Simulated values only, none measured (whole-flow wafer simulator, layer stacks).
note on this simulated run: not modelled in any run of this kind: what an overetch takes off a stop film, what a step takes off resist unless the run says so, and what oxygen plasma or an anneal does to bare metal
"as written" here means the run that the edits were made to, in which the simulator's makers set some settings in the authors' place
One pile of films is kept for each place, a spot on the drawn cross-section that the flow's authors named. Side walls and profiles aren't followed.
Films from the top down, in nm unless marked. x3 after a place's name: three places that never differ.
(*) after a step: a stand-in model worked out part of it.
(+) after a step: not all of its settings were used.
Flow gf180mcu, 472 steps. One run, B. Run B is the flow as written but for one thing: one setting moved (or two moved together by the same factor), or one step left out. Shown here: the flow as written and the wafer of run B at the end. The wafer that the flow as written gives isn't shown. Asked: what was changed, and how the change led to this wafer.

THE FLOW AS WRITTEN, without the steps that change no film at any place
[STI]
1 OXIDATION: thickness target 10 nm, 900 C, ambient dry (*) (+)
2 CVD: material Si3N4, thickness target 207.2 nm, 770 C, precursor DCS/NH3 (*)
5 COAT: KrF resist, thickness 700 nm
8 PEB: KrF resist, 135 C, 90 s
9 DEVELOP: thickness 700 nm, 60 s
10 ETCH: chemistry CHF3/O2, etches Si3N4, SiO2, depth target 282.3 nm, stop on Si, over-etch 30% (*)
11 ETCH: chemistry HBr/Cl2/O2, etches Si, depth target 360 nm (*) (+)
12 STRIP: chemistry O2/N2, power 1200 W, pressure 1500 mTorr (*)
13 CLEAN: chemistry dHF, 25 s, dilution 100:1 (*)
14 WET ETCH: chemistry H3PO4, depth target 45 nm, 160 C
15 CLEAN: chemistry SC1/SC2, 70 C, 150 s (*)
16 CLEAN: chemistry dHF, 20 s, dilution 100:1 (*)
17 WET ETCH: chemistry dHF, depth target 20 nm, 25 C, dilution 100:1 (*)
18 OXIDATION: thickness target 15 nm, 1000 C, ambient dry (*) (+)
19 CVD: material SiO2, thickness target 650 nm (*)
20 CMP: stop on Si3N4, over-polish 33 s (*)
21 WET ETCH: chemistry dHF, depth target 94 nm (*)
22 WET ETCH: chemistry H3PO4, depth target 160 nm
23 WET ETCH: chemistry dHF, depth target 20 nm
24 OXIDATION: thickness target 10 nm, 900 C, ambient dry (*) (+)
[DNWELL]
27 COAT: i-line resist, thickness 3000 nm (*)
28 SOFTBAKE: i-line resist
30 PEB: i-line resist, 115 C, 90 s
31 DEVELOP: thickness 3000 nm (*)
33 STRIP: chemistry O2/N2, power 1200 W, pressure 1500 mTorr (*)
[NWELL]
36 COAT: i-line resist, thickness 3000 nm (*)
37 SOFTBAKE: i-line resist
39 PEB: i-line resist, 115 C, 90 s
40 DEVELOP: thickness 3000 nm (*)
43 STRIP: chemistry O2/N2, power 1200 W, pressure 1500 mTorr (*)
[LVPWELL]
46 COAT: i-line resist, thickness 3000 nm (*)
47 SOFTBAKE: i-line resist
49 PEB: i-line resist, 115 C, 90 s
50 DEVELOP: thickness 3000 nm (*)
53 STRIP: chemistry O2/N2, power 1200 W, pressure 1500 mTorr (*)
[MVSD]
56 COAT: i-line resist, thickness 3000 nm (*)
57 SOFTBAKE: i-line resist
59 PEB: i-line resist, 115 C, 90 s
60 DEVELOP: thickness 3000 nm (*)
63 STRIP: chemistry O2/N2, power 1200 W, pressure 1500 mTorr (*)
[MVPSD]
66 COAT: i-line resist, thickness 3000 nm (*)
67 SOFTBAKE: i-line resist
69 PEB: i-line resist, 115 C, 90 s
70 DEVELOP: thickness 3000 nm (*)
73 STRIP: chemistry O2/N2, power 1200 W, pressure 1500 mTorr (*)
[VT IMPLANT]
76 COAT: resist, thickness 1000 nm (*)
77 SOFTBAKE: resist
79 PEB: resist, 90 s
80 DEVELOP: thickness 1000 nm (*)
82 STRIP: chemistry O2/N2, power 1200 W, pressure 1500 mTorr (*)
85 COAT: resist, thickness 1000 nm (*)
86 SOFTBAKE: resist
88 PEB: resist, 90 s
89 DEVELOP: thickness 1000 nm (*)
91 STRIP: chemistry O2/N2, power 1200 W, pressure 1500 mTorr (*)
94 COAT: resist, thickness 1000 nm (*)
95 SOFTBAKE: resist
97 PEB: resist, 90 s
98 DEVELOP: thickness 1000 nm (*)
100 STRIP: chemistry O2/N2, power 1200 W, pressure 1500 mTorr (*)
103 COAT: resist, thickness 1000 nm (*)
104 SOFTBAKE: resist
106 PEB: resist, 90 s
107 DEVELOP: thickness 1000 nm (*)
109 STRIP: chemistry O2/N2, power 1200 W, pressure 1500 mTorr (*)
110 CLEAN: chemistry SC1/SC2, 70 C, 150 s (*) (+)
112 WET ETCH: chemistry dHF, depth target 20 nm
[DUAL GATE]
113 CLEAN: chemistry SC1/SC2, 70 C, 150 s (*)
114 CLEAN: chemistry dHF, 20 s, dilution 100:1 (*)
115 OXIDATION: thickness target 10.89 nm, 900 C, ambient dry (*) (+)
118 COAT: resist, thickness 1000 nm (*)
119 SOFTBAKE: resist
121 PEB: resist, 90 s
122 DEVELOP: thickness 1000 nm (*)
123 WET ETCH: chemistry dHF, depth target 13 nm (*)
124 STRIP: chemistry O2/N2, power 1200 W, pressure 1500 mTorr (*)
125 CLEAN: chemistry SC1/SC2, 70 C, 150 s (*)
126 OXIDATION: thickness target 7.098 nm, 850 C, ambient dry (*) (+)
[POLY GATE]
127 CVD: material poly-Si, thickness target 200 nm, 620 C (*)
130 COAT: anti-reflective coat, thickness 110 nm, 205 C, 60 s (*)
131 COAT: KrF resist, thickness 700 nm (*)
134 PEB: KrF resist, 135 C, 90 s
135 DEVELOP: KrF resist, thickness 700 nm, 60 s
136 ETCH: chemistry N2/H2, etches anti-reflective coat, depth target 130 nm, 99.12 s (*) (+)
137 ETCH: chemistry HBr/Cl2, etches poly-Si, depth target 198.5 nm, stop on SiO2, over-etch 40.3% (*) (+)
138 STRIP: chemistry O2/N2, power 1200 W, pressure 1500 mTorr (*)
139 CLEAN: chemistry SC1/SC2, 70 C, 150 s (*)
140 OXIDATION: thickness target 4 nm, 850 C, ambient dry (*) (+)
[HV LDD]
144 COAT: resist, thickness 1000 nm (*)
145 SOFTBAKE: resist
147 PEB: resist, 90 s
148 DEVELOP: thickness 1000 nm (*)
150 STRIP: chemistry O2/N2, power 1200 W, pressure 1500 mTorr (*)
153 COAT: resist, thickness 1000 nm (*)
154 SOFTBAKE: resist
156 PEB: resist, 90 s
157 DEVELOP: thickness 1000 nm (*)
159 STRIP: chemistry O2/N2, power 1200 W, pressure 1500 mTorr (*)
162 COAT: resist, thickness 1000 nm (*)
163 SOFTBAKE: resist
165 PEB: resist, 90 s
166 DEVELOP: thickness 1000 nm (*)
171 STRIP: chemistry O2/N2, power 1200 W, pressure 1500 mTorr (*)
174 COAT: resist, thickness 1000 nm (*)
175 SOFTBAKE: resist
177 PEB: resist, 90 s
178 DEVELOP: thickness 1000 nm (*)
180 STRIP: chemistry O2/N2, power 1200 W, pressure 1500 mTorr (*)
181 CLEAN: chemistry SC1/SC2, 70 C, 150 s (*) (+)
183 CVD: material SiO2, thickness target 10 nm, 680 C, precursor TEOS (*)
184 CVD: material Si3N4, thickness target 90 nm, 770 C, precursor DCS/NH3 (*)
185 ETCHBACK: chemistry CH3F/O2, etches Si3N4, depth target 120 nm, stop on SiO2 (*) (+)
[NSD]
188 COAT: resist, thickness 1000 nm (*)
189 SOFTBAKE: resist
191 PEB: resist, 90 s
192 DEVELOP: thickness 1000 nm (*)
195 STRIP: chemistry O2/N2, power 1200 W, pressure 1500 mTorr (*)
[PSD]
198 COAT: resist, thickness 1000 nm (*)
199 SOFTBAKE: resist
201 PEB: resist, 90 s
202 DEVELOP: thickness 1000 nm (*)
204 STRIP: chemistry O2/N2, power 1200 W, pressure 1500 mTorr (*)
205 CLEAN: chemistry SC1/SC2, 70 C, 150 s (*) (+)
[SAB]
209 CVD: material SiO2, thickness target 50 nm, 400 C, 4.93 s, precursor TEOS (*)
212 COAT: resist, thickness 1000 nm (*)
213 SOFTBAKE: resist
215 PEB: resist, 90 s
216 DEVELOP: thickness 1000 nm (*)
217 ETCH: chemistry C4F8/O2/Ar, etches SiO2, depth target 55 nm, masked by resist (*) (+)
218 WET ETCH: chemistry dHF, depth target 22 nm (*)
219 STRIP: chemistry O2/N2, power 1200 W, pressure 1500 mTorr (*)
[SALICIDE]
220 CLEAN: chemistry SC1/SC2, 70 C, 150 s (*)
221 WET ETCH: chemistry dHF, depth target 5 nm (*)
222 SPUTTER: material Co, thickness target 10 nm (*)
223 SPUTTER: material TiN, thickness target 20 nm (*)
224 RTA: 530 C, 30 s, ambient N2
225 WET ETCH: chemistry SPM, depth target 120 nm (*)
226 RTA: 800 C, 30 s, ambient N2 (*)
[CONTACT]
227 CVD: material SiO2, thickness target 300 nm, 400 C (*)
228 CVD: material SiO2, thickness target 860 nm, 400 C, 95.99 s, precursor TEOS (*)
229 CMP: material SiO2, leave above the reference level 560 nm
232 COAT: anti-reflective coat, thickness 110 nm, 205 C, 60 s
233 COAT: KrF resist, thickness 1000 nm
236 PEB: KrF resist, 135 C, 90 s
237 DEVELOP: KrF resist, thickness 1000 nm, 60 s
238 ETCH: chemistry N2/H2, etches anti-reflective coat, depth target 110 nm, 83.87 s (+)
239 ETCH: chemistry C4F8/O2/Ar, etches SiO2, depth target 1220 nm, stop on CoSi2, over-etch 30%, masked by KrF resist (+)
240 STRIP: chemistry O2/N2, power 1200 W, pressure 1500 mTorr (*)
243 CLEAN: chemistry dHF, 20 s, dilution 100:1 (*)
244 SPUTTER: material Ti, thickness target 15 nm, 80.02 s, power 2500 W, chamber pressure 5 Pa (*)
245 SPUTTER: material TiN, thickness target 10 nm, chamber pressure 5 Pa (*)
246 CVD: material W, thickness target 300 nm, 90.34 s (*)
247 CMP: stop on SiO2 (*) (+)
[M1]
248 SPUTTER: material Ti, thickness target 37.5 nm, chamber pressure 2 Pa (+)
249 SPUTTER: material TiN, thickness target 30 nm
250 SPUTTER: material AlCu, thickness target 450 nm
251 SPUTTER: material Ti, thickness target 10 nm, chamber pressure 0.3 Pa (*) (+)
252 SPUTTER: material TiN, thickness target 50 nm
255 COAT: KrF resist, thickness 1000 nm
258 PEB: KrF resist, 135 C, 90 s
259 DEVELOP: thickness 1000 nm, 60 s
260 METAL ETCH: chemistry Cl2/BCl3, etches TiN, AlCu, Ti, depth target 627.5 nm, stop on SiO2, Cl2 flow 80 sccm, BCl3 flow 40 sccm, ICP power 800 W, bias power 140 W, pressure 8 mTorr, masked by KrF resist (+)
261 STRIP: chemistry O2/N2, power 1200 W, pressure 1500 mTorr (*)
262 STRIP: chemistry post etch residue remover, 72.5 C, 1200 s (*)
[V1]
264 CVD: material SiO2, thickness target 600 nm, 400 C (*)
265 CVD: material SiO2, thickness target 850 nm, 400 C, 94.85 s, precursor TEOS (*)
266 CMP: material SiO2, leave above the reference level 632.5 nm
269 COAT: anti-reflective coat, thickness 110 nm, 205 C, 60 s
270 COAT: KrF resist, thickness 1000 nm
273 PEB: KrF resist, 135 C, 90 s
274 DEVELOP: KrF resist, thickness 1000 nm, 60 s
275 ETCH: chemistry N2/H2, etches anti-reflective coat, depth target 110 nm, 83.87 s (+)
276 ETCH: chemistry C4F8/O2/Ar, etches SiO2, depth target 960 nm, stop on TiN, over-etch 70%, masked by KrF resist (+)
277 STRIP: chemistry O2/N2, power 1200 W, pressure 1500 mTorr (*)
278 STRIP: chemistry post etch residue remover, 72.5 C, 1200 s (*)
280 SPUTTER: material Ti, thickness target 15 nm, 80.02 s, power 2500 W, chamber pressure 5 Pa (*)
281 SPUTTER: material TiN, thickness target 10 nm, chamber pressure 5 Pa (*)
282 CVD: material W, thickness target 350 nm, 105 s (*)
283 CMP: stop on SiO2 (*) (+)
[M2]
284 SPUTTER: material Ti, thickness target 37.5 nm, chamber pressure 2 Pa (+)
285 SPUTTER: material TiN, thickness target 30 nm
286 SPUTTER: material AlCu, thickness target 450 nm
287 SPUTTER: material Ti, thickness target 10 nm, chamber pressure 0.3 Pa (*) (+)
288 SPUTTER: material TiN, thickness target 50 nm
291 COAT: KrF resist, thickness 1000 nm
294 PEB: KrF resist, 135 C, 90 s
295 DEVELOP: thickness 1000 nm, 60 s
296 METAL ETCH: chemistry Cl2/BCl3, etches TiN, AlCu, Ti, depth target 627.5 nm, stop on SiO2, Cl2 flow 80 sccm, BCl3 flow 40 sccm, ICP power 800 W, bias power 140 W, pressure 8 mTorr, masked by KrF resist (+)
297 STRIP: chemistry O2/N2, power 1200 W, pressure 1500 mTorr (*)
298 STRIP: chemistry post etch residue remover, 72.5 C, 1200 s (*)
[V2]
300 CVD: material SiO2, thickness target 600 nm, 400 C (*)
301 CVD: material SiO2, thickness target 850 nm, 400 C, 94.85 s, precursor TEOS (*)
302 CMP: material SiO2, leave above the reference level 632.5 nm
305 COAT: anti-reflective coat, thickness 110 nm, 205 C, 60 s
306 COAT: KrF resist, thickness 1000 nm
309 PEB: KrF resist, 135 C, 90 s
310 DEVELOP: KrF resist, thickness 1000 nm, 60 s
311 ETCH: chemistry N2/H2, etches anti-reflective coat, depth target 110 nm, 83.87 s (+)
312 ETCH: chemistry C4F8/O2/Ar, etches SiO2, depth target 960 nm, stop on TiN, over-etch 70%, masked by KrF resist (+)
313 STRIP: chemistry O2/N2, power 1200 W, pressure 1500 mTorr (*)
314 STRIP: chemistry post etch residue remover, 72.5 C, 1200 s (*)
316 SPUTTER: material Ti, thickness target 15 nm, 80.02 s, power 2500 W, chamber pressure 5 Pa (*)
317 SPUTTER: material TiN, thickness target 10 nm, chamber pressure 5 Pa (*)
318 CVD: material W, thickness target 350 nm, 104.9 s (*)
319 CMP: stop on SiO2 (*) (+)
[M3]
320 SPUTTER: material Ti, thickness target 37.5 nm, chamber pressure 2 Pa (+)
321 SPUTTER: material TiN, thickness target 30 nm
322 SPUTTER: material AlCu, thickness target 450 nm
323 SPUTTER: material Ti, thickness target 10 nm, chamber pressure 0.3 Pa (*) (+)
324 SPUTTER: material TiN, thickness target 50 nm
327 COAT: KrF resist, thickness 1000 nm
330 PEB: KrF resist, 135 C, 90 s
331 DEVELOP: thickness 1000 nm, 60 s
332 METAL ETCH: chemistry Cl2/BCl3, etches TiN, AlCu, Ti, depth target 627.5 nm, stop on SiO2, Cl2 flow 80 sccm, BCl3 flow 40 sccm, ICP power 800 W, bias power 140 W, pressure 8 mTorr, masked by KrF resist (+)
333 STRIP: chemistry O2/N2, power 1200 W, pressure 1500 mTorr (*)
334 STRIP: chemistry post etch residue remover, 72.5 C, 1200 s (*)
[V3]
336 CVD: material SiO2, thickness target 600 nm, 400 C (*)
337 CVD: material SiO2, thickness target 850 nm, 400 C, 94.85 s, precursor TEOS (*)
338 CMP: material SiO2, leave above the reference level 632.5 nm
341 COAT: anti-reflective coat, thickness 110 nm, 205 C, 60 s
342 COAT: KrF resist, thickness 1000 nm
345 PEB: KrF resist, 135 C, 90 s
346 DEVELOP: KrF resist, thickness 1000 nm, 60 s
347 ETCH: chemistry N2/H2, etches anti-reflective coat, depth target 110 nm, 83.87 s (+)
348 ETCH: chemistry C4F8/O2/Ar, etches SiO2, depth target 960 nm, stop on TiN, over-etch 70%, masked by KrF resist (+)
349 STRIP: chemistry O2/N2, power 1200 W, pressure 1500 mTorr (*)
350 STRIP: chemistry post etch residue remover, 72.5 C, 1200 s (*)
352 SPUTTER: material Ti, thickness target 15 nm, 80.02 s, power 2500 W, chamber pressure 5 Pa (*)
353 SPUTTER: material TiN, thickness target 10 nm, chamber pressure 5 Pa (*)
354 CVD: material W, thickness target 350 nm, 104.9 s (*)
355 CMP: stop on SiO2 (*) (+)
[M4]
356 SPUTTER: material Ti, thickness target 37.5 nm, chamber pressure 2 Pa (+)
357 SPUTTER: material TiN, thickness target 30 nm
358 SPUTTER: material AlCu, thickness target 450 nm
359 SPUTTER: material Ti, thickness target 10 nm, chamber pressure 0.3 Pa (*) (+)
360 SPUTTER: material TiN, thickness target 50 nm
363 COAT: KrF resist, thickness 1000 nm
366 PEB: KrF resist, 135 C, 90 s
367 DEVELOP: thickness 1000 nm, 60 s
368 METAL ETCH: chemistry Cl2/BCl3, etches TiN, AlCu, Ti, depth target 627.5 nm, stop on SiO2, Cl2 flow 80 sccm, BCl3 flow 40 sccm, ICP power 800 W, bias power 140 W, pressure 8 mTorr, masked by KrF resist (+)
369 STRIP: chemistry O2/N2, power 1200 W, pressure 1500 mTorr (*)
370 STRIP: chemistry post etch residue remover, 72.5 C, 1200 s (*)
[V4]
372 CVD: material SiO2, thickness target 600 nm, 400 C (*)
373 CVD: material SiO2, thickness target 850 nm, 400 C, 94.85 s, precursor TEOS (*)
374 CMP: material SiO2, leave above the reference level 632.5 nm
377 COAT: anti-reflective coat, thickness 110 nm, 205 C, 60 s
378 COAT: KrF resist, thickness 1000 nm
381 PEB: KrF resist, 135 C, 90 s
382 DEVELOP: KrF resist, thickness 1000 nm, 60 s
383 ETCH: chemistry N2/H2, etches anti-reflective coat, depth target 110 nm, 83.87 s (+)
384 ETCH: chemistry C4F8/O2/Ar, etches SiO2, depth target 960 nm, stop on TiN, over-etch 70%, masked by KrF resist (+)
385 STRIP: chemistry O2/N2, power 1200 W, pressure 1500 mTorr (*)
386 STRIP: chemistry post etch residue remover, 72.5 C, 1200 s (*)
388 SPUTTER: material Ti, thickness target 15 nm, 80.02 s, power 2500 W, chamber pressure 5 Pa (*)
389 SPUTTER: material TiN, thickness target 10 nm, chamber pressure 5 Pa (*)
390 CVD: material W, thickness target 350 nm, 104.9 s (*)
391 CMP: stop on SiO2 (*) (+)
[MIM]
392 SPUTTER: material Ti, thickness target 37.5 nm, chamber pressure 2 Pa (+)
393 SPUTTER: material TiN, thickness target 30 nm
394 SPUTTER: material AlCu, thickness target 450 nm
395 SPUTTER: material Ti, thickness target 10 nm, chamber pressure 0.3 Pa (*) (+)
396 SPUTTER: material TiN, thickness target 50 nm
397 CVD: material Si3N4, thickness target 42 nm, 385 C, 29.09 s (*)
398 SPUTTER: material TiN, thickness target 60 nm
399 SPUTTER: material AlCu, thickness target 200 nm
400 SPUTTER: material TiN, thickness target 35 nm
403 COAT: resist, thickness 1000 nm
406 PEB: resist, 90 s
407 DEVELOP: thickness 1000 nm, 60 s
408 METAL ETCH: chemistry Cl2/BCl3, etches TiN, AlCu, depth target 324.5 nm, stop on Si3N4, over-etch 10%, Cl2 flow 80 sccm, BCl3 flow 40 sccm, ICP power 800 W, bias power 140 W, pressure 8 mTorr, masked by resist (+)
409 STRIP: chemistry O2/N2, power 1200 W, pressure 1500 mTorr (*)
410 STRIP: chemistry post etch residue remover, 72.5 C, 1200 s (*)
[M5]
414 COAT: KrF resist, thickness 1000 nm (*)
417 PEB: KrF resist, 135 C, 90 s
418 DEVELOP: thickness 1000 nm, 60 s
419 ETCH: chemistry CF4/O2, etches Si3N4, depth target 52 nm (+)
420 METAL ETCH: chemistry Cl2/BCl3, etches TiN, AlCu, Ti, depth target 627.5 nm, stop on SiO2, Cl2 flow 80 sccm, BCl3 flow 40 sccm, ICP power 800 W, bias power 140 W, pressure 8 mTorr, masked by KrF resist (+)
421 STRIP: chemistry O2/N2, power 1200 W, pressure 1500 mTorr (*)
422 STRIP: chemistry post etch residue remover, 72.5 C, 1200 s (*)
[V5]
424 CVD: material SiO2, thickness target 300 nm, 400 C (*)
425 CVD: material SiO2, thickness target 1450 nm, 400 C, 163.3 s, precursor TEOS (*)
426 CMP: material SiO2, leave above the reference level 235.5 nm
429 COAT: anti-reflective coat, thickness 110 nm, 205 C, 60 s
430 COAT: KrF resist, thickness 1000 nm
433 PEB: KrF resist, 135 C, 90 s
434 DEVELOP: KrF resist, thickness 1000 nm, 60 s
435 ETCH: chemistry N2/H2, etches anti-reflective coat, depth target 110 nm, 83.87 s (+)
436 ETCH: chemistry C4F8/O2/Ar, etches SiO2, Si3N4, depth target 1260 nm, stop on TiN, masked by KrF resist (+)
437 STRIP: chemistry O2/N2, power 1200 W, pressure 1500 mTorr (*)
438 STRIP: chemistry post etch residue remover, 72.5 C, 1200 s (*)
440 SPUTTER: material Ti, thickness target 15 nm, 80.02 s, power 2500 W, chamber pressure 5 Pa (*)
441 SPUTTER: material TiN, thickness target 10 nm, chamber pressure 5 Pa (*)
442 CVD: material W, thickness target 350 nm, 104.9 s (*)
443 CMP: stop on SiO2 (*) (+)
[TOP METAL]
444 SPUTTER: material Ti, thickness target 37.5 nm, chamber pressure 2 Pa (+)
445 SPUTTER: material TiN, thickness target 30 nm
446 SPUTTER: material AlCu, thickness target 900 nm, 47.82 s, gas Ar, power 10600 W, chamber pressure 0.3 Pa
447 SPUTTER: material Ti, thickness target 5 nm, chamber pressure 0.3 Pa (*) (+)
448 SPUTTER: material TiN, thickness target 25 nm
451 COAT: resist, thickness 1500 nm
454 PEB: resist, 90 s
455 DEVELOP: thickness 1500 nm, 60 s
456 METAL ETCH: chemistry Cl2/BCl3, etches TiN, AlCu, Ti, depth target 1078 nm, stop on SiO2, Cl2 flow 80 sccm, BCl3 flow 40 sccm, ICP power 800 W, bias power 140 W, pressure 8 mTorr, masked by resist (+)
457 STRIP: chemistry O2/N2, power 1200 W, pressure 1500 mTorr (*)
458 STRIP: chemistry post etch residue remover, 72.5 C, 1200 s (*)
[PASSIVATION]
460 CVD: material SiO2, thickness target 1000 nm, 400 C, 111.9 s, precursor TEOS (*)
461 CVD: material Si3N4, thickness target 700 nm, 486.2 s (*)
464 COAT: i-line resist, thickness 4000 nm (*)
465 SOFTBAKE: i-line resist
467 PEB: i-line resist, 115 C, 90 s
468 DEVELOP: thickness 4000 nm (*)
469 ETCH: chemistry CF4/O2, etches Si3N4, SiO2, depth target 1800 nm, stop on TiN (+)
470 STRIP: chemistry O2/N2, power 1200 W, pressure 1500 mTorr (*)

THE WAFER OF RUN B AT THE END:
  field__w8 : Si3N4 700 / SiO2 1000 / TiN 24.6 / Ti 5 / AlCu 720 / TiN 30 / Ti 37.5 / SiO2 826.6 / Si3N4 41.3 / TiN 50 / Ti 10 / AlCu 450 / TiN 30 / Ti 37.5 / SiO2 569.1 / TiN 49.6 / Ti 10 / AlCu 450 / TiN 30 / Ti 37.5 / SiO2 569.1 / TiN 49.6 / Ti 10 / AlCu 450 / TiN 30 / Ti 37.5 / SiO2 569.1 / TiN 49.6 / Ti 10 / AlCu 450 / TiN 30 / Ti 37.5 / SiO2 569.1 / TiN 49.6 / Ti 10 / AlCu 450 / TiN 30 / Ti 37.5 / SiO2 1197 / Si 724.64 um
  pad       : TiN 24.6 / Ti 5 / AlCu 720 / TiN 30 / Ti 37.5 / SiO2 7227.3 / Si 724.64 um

The cause: step 446, SPUTTER: thickness target 720 nm was run, where the flow has thickness target 900 nm.
It can be read off the wafer: field__w8 has AlCu 720, and step 446 as written asks for 900 nm.

How the change led to this, step by step:
  446 SPUTTER: material AlCu, thickness target 900 nm, 47.82 s, gas Ar, power 10600 W, chamber pressure 0.3 Pa
      field, field__w1, field__w2 and 109 more: AlCu +720 (new film) (as written it would be: AlCu +900 (new film))
  456 METAL ETCH: chemistry Cl2/BCl3, etches TiN, AlCu, Ti, depth target 1078 nm, stop on SiO2, Cl2 flow 80 sccm, BCl3 flow 40 sccm, ICP power 800 W, bias power 140 W, pressure 8 mTorr, masked by resist (+)
      field, field__w1, field__w2 and 103 more: TiN -25 (all of it), Ti -5 (all of it), AlCu -720 (all of it), TiN -30 (all of it), Ti -37.5 (all of it) (as written it would be: TiN -25 (all of it), Ti -5 (all of it), AlCu -900 (all of it), TiN -30 (all of it), Ti -37.5 (all of it))
  464 COAT: i-line resist, thickness 4000 nm (*)
      field__w8: i-line resist +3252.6 (new film) (as written it would be: i-line resist +3093.1 (new film))
      contact: i-line resist +3296.1 (new film) (as written it would be: i-line resist +3153.6 (new film))
      (and at 4 more places)
  465 SOFTBAKE: i-line resist
      field__w5, field__w9: i-line resist +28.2 (as written it would be: i-line resist +37.3)
      field__w11, field__w13: i-line resist +28.4 (as written it would be: i-line resist +37.9)
      (and at 65 more places)
  467 PEB: i-line resist, 115 C, 90 s
      field__w8, m1__w1: i-line resist -37.5 (as written it would be: i-line resist -34.7)
      contact, m1: i-line resist -37.8 (as written it would be: i-line resist -35.1)
      (and at 2 more places)
  468 DEVELOP: thickness 4000 nm (*)
      pad: i-line resist -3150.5 (all of it) (as written it would be: i-line resist -2974.8 (all of it))
  470 STRIP: chemistry O2/N2, power 1200 W, pressure 1500 mTorr (*)
      field__w8, m1__w1: i-line resist -1961.2 (all of it) (as written it would be: i-line resist -1787.7 (all of it))
      contact: i-line resist -1978.4 (all of it) (as written it would be: i-line resist -1811.2 (all of it))
      (and at 2 more places)
